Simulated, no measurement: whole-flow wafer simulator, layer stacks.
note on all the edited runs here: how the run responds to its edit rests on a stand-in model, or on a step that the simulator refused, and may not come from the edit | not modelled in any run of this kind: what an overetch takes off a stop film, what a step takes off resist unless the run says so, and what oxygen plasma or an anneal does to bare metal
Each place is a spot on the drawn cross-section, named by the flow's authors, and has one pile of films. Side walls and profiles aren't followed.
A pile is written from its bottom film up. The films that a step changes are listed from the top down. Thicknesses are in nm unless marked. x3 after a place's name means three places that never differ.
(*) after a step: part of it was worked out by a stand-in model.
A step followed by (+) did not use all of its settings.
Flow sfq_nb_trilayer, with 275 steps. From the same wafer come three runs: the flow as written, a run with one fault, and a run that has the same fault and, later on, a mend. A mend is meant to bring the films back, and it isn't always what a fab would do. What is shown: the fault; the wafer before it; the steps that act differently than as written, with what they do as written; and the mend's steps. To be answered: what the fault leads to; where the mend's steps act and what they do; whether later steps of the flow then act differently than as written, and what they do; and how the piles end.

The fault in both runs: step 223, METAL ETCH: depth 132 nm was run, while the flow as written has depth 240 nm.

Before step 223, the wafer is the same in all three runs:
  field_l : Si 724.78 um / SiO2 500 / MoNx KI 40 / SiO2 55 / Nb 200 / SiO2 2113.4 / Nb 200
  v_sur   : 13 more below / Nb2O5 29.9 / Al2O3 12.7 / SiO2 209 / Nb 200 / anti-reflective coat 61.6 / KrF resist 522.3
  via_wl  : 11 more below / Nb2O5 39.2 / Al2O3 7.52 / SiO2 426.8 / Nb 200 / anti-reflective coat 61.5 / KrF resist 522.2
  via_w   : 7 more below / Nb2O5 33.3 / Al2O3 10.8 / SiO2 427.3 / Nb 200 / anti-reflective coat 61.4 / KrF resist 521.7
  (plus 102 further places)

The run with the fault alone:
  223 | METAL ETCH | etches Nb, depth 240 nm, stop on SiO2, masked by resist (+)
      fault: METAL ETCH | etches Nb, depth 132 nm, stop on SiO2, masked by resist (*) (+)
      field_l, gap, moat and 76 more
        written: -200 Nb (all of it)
        fault: -132 Nb
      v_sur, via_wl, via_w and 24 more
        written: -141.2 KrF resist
        fault: -77.6 KrF resist
  Steps later in the flow that act otherwise than as written:
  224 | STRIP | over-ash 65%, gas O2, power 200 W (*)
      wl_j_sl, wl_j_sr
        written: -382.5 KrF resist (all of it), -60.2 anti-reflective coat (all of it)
        fault: -446 KrF resist (all of it), -60.2 anti-reflective coat (all of it)
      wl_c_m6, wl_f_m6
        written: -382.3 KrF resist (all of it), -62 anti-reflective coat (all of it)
        fault: -445.8 KrF resist (all of it), -62 anti-reflective coat (all of it)
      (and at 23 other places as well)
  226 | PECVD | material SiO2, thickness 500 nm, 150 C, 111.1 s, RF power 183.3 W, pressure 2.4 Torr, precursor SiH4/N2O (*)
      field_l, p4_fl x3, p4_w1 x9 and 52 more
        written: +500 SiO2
        fault: +500 SiO2 (new film)
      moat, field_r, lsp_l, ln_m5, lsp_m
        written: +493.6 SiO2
        fault: +500 SiO2 (new film)
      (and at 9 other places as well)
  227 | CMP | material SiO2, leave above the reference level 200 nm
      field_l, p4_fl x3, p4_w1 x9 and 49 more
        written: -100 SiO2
        fault: -168 SiO2
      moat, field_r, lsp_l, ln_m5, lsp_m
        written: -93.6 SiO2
        fault: -168 SiO2
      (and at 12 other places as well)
  At field_l, gap, moat and 76 more, the piles at the end differ from the flow's by more than 2% or 0.5 nm, whichever is larger.
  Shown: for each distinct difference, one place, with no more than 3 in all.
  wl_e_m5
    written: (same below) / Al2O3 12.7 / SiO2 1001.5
    fault: (same below) / Al2O3 12.7 / SiO2 209 / Nb 68 / SiO2 724.5
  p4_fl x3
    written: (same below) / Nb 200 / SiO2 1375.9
    fault: (same below) / Nb 200 / SiO2 583.4 / Nb 68 / SiO2 724.5
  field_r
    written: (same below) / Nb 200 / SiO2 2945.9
    fault: (same below) / Nb 200 / SiO2 2153.4 / Nb 68 / SiO2 724.5

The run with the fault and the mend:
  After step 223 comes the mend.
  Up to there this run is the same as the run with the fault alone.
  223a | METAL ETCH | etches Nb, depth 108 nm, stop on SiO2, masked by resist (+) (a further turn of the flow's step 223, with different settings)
      field_l, gap, moat and 76 more
        -68 Nb (all of it)
      v_sur, via_wl, via_w and 24 more
        -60 KrF resist
  Later steps of the flow that are run all act as written at every place that is followed, up to a difference of at most 2% or 0.5 nm, whichever is larger.
  The piles end the same as the flow's at every place that both follow.
